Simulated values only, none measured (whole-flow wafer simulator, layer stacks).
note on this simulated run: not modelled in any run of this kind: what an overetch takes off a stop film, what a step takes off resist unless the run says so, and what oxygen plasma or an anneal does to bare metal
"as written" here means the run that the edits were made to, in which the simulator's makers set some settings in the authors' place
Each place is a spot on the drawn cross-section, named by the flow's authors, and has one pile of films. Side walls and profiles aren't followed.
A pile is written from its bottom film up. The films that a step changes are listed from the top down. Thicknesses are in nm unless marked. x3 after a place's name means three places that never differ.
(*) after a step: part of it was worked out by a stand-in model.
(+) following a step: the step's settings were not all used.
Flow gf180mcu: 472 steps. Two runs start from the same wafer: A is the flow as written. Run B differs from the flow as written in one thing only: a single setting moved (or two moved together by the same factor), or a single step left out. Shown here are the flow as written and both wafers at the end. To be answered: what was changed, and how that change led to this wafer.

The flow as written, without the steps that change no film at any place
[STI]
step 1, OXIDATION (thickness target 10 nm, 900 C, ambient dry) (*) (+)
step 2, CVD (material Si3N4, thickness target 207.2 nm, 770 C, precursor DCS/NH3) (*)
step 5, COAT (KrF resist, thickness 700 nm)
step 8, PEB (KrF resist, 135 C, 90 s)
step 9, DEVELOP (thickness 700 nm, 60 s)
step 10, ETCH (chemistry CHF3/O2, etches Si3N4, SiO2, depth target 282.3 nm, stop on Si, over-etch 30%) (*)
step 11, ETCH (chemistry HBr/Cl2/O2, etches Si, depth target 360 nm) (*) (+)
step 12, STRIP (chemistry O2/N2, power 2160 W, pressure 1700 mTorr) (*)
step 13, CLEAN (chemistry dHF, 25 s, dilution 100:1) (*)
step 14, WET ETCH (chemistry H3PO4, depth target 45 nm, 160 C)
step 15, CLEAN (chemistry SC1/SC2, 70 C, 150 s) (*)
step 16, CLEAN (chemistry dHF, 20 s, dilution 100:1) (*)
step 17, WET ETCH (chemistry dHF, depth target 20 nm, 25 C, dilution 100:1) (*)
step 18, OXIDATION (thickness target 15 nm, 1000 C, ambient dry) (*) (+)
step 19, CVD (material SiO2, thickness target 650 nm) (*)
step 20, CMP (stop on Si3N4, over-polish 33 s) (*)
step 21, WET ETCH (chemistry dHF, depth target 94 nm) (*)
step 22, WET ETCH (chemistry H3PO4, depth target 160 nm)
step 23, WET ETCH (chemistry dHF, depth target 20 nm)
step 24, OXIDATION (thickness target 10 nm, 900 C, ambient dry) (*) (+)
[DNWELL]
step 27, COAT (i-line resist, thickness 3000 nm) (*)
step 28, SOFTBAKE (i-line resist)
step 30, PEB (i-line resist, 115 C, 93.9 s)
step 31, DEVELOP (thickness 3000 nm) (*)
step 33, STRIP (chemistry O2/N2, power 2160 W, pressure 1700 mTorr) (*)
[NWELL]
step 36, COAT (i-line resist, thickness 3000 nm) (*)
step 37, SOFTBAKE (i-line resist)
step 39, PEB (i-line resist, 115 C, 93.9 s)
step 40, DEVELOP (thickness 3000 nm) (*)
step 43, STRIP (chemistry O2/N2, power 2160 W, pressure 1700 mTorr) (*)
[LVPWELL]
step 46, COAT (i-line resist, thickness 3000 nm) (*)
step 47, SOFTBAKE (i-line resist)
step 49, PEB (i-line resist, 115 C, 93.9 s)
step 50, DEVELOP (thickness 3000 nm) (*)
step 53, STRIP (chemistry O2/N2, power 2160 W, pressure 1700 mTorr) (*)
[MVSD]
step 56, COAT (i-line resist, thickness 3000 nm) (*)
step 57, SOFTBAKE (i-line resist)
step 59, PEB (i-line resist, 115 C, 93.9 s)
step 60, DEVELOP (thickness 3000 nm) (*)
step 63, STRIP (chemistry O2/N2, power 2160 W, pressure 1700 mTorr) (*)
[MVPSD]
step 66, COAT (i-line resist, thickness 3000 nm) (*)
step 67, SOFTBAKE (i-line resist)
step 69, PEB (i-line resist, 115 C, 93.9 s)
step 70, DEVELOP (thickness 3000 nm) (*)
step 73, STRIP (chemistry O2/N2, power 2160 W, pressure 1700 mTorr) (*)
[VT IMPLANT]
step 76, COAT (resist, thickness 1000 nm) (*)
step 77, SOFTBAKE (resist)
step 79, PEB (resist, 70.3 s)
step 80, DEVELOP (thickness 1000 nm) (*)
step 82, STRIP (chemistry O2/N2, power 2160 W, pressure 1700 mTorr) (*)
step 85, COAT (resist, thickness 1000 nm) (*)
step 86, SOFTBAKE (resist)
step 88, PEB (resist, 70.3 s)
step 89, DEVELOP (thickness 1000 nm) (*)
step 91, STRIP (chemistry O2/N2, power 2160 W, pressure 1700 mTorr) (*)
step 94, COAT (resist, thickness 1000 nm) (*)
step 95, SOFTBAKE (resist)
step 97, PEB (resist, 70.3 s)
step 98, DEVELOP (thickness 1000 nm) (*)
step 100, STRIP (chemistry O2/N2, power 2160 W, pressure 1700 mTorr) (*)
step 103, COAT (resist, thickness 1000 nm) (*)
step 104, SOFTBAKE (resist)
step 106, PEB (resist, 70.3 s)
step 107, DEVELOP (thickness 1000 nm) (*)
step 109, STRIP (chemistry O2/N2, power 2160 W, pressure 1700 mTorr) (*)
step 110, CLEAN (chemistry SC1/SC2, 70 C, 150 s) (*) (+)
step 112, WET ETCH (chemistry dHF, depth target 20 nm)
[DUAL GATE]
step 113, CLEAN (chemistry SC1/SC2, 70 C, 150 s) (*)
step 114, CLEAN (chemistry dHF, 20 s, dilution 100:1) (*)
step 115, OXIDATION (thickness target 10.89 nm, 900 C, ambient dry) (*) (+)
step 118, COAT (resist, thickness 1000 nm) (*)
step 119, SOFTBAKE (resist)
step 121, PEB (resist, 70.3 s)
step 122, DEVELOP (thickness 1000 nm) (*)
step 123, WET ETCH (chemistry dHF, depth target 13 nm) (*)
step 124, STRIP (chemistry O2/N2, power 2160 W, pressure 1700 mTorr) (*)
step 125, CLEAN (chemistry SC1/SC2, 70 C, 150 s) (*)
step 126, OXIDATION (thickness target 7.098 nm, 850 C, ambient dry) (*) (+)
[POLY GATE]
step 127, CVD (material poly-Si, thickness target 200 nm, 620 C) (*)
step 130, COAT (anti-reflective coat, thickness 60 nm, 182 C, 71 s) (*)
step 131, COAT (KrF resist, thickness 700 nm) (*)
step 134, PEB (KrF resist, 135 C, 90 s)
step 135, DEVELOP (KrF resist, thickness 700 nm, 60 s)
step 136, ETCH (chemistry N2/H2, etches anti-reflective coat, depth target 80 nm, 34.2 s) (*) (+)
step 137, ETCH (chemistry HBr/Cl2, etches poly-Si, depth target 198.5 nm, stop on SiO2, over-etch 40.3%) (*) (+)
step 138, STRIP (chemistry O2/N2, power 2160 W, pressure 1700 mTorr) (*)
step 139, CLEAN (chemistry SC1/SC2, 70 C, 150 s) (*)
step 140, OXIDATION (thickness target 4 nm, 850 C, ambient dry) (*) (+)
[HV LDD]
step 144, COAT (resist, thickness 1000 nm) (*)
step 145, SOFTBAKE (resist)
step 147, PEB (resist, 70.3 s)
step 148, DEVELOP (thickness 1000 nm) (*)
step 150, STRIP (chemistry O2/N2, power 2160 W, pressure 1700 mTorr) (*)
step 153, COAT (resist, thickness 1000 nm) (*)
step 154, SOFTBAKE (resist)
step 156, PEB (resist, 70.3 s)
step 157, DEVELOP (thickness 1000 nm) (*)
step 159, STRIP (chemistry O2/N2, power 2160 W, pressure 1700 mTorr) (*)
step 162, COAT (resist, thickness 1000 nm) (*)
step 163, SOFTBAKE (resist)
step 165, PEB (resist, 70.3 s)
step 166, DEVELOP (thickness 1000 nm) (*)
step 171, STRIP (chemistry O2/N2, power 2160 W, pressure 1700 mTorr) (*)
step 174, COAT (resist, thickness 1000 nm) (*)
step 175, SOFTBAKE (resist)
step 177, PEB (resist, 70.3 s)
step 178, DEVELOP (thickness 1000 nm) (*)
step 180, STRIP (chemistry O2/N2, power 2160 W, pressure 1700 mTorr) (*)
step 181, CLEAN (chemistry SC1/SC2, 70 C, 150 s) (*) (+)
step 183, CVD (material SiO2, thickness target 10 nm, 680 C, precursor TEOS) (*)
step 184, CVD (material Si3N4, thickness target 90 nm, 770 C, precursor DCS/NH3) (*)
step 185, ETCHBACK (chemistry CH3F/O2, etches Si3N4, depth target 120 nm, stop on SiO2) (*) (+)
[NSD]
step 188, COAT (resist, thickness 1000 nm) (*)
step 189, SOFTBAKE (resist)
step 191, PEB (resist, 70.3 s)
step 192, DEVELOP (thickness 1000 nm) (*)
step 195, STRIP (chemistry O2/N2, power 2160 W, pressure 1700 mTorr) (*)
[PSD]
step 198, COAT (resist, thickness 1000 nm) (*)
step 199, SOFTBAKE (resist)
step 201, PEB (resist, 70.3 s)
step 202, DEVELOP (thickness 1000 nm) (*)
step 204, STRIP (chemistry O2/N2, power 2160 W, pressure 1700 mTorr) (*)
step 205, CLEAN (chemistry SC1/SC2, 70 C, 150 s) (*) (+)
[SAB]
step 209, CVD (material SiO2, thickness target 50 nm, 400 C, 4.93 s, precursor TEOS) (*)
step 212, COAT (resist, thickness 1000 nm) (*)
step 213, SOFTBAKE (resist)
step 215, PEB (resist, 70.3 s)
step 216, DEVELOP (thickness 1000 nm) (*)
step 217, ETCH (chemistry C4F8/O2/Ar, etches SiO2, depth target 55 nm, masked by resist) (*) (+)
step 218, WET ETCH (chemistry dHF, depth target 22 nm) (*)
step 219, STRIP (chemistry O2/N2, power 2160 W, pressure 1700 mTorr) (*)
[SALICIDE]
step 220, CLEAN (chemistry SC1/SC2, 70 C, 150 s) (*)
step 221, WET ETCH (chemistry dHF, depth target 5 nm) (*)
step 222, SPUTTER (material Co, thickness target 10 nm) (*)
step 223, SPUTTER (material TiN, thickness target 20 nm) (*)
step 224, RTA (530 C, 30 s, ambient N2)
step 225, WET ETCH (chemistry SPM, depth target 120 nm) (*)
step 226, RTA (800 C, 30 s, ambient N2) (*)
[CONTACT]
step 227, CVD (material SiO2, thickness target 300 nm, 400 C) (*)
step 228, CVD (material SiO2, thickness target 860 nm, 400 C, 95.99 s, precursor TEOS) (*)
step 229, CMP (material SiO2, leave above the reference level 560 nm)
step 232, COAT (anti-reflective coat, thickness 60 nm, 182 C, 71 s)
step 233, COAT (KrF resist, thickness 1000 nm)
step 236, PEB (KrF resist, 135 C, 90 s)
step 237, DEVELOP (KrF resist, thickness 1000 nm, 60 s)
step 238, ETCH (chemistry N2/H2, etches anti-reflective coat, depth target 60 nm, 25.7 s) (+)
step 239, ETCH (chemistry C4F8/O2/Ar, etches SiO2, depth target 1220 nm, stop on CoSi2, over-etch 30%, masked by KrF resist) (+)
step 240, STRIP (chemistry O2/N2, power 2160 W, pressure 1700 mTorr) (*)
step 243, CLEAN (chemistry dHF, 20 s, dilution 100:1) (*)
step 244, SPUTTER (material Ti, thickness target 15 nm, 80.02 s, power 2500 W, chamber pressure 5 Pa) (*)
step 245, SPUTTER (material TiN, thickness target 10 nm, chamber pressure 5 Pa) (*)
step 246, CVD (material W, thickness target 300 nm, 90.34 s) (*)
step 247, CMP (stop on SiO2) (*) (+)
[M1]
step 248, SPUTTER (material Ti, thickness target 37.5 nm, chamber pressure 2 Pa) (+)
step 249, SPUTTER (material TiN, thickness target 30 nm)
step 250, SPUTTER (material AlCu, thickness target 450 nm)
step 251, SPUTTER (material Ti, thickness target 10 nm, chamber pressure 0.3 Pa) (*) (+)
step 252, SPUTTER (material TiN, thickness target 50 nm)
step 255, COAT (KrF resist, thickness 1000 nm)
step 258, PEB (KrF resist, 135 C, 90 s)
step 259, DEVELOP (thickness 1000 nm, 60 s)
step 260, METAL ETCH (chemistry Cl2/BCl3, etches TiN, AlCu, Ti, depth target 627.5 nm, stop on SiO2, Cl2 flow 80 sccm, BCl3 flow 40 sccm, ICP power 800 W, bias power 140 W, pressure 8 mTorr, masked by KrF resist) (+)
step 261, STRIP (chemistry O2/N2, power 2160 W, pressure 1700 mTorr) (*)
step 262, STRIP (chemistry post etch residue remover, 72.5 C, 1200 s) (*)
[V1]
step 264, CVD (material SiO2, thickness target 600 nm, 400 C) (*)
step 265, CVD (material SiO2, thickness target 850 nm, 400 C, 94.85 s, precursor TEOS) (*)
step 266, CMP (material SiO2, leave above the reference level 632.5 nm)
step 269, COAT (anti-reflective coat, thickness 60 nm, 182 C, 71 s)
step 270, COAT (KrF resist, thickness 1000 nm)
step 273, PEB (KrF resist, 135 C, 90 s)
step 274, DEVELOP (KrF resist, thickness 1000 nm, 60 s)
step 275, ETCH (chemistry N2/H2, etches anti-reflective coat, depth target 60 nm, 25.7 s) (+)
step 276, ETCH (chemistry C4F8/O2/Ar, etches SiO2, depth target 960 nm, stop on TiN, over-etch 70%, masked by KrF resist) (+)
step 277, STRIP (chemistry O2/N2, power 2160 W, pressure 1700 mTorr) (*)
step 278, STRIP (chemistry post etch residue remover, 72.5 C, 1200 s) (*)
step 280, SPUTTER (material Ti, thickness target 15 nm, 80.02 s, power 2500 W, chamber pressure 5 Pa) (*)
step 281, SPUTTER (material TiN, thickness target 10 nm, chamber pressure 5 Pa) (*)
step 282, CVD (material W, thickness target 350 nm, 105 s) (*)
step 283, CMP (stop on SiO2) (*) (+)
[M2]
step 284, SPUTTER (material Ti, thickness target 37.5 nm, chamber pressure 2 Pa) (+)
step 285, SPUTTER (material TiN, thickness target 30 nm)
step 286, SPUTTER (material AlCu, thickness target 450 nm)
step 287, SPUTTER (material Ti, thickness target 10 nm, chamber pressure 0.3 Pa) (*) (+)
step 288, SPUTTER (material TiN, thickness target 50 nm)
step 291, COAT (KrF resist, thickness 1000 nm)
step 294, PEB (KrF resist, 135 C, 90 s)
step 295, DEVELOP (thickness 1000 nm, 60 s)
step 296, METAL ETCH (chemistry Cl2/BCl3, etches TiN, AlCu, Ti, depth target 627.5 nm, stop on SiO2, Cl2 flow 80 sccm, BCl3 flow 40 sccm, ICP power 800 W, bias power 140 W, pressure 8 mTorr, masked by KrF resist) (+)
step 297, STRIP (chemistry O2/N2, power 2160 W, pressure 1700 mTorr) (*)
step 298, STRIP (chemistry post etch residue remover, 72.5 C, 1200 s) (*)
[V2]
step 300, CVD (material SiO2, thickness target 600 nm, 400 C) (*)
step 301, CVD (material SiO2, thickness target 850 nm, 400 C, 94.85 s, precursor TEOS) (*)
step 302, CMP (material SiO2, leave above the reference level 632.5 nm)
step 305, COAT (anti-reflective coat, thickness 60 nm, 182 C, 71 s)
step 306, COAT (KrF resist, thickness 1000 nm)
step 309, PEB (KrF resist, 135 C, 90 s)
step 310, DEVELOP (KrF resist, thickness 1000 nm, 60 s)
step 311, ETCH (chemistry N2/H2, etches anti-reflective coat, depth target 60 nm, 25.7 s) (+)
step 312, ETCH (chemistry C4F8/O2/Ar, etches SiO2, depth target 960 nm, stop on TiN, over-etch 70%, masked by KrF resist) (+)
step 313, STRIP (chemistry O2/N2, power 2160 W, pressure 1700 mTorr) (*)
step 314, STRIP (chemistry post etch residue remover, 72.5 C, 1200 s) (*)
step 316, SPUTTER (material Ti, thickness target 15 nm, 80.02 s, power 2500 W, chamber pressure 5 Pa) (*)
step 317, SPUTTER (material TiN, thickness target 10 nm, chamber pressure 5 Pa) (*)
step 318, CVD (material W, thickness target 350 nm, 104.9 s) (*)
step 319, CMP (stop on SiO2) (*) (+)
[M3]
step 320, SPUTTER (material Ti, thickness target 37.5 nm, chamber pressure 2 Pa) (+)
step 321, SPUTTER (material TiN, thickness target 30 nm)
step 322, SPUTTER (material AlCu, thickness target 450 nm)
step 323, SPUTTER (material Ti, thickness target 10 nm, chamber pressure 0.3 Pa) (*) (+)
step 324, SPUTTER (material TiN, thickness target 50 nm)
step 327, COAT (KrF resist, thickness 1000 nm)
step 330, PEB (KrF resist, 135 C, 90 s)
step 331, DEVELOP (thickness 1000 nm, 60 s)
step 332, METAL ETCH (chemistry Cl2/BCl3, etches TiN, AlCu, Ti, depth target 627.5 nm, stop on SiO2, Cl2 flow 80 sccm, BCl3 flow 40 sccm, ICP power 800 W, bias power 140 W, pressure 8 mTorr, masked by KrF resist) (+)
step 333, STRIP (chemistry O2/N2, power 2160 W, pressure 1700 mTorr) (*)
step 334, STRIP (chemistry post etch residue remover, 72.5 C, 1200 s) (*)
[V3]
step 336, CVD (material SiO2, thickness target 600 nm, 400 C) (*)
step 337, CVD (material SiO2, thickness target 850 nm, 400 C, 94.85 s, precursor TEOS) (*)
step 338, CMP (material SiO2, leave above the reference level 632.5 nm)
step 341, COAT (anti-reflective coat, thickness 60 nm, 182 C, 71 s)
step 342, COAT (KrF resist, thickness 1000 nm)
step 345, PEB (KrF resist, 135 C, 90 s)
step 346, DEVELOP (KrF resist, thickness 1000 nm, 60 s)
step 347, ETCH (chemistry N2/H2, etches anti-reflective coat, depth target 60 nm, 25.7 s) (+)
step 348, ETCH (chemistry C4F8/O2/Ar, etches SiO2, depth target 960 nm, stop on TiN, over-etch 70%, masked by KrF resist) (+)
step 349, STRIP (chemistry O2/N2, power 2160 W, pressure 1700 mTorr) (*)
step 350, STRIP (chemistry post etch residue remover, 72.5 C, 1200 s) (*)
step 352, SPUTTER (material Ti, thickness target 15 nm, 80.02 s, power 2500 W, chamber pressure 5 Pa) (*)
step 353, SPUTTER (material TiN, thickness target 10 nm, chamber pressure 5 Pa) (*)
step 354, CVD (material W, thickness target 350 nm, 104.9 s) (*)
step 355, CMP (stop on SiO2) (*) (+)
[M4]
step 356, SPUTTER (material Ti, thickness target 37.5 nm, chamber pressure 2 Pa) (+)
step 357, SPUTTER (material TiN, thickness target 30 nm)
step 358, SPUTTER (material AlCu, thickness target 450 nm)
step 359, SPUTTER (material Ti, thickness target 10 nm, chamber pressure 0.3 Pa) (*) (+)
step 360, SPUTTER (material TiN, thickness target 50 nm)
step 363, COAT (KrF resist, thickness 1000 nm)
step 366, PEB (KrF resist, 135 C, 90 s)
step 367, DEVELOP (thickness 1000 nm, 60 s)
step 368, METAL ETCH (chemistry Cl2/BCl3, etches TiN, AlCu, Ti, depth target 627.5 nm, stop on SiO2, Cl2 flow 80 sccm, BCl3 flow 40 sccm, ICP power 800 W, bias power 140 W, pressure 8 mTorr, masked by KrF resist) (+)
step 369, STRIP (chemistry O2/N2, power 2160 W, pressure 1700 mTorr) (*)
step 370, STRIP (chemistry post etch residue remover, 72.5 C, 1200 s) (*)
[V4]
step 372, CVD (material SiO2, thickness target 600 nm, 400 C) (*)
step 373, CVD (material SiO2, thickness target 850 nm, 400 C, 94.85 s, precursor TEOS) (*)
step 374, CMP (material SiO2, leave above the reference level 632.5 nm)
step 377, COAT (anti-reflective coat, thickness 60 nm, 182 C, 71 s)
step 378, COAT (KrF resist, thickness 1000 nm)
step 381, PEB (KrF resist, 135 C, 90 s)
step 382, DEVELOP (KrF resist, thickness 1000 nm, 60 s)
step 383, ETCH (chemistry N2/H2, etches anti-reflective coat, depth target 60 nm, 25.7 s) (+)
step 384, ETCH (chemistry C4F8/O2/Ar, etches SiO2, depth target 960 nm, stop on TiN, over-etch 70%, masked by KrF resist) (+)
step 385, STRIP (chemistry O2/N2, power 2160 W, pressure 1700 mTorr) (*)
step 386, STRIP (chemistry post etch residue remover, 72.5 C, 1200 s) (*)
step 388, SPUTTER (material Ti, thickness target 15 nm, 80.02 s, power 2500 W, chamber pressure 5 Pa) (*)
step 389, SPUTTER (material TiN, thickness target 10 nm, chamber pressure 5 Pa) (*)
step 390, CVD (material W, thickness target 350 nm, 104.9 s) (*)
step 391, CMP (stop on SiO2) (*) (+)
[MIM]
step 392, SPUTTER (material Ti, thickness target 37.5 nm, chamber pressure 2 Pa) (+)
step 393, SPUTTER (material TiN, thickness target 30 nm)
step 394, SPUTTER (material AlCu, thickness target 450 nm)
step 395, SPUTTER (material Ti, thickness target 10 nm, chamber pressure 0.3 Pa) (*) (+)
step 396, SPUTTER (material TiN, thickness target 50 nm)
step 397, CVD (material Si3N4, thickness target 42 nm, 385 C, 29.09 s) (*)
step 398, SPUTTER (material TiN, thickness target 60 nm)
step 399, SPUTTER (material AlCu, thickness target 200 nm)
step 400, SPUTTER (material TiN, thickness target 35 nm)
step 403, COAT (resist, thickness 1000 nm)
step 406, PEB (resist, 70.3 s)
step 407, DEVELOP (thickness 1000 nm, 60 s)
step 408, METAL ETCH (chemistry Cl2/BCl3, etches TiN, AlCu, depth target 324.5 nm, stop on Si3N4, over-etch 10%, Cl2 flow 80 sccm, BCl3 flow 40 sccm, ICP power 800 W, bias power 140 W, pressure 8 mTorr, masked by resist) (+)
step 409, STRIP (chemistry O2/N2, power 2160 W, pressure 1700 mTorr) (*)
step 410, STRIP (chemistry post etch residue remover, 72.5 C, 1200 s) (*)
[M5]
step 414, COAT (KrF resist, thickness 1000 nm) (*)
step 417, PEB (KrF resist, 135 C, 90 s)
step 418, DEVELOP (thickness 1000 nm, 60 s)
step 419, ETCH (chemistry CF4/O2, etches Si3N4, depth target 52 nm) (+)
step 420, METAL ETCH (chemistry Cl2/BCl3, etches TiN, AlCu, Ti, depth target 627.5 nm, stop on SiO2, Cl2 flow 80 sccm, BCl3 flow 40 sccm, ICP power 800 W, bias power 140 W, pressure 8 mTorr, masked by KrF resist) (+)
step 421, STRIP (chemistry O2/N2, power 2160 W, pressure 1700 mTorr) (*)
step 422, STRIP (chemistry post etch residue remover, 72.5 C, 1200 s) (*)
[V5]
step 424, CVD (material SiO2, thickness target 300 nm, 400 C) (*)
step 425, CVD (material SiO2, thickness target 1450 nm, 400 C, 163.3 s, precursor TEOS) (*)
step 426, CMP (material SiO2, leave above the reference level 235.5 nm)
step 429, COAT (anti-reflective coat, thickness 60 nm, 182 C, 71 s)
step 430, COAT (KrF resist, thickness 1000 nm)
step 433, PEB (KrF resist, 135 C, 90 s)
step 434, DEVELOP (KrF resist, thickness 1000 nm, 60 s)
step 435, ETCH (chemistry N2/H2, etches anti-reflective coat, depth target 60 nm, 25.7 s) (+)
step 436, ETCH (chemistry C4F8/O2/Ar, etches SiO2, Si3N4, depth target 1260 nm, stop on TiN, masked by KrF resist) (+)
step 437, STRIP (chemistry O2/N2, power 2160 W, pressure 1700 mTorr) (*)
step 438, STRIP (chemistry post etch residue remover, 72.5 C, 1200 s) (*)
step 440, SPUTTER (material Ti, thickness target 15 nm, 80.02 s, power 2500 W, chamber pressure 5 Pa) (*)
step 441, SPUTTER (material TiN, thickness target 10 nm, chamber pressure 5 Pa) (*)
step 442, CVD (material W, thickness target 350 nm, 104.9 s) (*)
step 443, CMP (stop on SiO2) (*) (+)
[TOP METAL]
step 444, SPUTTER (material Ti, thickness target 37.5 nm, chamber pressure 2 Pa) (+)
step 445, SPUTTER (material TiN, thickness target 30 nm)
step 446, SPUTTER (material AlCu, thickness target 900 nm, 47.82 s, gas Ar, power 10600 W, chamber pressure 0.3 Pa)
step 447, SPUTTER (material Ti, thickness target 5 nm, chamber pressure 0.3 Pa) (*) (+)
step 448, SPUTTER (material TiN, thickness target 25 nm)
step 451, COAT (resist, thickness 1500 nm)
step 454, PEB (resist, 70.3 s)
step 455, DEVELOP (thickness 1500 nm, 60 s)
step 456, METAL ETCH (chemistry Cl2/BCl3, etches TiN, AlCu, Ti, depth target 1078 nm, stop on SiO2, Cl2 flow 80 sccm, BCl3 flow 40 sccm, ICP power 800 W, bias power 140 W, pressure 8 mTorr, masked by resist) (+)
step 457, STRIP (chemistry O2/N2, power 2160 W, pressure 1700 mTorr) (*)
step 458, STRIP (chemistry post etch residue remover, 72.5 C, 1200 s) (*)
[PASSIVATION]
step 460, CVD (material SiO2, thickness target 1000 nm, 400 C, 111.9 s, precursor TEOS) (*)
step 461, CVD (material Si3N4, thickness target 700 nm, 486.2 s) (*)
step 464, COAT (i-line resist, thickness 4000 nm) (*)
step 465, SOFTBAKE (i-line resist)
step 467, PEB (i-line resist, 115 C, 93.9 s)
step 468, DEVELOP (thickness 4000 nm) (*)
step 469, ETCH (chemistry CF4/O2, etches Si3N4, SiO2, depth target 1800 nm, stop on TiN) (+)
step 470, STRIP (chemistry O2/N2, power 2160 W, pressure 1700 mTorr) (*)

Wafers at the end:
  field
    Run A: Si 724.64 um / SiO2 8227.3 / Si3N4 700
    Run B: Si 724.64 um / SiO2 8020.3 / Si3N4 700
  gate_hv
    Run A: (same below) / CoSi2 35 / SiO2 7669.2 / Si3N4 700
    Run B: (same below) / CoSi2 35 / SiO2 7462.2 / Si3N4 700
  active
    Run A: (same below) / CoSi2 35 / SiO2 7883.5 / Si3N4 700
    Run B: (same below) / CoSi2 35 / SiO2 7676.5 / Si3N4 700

The reason: step 250, SPUTTER: thickness target 243 nm was run, while the flow as written has thickness target 450 nm.

How this came from the change, step by step:
  step 250, SPUTTER (material AlCu, thickness target 450 nm)
      field, field__w1, field__w2 and 108 more: A AlCu gains 450 (new film) | B AlCu gains 243 (new film)
  step 260, METAL ETCH (chemistry Cl2/BCl3, etches TiN, AlCu, Ti, depth target 627.5 nm, stop on SiO2, Cl2 flow 80 sccm, BCl3 flow 40 sccm, ICP power 800 W, bias power 140 W, pressure 8 mTorr, masked by KrF resist) (+)
      field, field__w1, field__w2 and 99 more: A TiN loses 50 (all of it), Ti loses 10 (all of it), AlCu loses 450 (all of it), TiN loses 30 (all of it), Ti loses 37.5 (all of it) | B TiN loses 50 (all of it), Ti loses 10 (all of it), AlCu loses 243 (all of it), TiN loses 30 (all of it), Ti loses 37.5 (all of it)
      field__w8, contact, m1 and 6 more: A KrF resist loses 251 | B KrF resist loses 222.3
  step 261, STRIP (chemistry O2/N2, power 2160 W, pressure 1700 mTorr) (*)
      field__w8, contact, m1 and 6 more: A KrF resist loses 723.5 (all of it) | B KrF resist loses 752.2 (all of it)
  step 266, CMP (material SiO2, leave above the reference level 632.5 nm)
      field, field__w1, field__w2 and 99 more: A SiO2 loses 300 | B SiO2 loses 507
